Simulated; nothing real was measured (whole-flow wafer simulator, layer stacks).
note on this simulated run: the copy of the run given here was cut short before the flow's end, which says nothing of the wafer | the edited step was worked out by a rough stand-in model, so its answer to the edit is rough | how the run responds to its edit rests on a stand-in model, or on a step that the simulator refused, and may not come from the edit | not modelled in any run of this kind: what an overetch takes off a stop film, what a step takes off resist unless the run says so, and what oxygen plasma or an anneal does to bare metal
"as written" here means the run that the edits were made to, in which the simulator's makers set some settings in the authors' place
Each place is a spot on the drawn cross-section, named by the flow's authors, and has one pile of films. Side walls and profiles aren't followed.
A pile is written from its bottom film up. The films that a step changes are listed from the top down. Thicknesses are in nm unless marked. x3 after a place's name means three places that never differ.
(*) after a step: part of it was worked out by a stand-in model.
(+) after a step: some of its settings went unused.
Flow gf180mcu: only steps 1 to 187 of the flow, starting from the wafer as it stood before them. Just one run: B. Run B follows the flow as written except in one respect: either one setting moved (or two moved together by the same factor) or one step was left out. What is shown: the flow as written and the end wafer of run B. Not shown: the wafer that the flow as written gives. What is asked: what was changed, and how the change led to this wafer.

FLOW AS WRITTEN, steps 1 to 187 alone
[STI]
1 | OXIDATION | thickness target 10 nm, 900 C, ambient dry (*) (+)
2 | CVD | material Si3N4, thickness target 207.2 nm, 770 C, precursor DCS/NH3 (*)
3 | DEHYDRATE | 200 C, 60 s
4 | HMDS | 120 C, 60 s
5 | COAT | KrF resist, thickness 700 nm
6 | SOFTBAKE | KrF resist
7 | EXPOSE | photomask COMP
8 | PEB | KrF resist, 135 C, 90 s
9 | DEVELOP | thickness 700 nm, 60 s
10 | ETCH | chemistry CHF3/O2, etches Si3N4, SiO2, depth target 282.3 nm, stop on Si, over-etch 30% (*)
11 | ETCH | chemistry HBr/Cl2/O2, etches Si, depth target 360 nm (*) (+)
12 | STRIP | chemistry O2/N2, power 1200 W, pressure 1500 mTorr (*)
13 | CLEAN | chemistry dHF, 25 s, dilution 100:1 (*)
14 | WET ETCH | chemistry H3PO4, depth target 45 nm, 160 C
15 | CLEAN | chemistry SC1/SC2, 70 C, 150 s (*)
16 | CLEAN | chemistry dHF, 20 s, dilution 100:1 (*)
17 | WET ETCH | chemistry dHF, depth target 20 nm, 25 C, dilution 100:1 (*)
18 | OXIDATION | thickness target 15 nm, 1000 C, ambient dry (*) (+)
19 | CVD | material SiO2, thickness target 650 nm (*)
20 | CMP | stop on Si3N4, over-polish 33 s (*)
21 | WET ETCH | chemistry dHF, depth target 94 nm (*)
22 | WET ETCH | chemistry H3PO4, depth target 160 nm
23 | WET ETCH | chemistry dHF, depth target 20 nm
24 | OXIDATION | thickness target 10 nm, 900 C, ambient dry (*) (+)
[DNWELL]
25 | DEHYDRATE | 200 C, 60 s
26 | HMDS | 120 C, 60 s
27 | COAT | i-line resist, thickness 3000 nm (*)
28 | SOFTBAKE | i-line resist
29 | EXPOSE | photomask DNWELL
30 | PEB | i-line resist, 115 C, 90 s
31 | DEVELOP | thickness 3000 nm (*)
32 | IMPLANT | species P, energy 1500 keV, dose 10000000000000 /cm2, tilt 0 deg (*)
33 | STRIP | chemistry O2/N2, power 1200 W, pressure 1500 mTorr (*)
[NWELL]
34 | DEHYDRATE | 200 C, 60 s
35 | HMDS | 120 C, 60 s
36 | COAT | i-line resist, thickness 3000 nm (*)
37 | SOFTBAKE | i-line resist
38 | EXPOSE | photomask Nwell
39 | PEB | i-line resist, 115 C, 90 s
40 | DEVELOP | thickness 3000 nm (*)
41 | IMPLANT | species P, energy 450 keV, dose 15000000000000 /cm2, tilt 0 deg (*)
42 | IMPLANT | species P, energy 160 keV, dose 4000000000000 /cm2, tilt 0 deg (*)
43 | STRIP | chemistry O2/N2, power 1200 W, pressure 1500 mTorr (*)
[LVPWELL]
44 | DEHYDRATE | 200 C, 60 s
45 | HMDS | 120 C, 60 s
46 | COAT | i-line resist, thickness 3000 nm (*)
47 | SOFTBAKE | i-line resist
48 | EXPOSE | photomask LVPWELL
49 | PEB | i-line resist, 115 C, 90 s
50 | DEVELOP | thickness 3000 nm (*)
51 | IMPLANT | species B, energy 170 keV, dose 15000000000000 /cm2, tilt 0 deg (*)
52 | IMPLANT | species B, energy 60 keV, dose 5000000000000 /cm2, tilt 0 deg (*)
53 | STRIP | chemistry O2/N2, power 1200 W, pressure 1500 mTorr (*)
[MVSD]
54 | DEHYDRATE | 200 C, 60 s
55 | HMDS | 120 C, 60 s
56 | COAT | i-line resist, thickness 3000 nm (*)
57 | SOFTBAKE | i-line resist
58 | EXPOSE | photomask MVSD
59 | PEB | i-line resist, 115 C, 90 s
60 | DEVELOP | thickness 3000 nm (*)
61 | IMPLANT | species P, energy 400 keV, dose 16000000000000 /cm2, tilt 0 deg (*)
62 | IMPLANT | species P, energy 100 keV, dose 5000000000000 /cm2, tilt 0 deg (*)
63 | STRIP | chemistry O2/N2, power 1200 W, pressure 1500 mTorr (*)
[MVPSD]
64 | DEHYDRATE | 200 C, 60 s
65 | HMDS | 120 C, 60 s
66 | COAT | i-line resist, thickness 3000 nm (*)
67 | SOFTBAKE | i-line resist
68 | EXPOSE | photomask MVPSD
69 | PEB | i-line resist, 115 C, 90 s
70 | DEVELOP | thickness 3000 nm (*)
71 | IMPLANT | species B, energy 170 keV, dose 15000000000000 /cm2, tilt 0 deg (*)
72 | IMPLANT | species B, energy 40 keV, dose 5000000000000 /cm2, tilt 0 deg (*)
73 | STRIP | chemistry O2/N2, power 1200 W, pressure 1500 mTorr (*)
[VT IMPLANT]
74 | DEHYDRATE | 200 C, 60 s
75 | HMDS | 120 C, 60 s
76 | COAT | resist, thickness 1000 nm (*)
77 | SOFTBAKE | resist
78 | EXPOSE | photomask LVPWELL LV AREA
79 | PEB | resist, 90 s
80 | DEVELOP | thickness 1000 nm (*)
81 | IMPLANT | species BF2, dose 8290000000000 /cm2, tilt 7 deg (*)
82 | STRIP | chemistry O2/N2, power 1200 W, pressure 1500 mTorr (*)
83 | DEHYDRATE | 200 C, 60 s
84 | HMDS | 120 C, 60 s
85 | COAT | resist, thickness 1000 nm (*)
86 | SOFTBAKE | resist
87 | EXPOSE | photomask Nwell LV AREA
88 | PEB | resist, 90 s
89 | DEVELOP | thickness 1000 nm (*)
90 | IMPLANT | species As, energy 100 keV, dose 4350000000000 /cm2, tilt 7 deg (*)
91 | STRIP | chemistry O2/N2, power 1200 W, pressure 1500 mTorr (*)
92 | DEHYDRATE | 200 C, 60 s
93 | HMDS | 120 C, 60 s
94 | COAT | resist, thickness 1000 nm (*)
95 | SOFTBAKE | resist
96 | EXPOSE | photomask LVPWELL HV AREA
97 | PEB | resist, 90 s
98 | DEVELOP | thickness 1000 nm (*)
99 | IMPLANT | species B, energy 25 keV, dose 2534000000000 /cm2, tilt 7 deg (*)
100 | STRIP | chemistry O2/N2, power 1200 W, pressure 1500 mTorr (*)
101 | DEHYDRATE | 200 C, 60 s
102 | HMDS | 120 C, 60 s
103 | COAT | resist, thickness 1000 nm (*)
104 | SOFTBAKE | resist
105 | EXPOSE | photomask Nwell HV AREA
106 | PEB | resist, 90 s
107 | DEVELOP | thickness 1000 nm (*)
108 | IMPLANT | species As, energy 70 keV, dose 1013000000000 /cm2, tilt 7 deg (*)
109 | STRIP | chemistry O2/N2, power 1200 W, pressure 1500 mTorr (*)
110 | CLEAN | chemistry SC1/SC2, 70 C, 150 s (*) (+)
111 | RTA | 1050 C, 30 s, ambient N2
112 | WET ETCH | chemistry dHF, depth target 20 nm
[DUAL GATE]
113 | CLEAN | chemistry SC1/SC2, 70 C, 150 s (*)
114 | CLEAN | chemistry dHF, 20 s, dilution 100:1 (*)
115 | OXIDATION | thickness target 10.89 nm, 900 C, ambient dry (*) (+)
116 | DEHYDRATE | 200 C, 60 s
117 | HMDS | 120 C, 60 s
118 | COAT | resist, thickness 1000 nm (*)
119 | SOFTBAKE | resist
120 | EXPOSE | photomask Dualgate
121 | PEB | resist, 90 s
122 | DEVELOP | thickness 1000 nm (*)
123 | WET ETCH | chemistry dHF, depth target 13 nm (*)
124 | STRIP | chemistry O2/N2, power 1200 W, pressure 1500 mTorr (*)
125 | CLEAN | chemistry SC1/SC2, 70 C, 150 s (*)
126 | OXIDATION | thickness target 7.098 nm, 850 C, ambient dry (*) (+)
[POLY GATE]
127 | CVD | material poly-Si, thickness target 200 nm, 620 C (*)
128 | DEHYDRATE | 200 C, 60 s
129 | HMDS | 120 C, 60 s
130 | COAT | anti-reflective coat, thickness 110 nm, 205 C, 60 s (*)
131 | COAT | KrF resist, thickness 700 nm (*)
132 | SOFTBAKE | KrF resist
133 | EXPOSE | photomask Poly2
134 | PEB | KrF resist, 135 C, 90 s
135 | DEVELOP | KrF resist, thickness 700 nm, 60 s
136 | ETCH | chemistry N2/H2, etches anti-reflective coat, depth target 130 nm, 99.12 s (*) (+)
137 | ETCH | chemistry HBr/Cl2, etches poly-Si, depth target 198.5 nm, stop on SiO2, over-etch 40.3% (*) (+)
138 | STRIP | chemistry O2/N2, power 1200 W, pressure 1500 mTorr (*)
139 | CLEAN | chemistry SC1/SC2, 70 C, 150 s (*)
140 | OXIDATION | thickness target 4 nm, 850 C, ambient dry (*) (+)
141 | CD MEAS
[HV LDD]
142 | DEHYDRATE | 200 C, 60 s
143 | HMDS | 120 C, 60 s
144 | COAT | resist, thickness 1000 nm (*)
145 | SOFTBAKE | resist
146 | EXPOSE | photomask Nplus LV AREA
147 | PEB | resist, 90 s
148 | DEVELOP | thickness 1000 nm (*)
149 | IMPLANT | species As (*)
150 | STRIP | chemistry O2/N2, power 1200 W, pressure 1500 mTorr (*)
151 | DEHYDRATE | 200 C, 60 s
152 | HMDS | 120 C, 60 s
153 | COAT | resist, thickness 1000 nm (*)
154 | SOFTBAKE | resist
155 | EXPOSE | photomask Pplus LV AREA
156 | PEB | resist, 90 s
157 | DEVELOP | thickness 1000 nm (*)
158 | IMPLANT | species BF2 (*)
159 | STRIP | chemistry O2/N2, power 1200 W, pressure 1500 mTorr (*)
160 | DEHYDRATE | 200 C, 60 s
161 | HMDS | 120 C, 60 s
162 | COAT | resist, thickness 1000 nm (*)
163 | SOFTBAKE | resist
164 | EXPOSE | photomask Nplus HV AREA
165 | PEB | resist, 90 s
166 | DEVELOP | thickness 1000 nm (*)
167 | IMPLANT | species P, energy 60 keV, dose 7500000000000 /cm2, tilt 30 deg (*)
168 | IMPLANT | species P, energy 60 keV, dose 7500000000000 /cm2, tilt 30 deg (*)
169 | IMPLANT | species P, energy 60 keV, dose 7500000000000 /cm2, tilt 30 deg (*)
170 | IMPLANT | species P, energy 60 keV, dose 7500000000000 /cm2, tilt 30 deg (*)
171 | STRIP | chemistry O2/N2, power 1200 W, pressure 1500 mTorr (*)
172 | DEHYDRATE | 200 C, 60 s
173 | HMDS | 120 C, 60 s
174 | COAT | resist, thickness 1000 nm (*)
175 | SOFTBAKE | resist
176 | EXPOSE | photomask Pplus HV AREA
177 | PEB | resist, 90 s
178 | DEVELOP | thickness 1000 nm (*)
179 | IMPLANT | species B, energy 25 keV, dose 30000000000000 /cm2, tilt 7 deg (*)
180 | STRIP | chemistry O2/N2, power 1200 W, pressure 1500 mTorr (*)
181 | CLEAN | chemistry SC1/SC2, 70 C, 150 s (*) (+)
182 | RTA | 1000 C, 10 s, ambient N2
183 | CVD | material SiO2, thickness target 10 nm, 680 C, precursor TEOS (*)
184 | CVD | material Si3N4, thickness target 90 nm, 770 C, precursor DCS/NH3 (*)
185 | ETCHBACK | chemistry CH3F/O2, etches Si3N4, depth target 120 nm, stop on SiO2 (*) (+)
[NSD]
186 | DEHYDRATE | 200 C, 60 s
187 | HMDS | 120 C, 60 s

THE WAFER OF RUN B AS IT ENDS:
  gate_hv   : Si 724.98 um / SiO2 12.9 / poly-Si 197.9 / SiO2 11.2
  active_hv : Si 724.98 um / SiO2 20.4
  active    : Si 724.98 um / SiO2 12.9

The reason: step 126, OXIDATION: 815 C was run, though the flow has 850 C.

The path from the change to this, step by step:
  126 | OXIDATION | thickness target 7.098 nm, 850 C, ambient dry (*) (+)
      gate_hv, active_hv, active_nat and 25 more: SiO2 gains 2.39, Si loses 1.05 (as written it would have been: SiO2 gains 3.72, Si loses 1.64)
      active, n_well, p_well and 12 more: SiO2 gains 5.15 (new film), chemical SiO2 loses 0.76 (all of it), Si loses 1.93 (as written it would have been: SiO2 gains 7.1 (new film), chemical SiO2 loses 0.76 (all of it), Si loses 2.79)
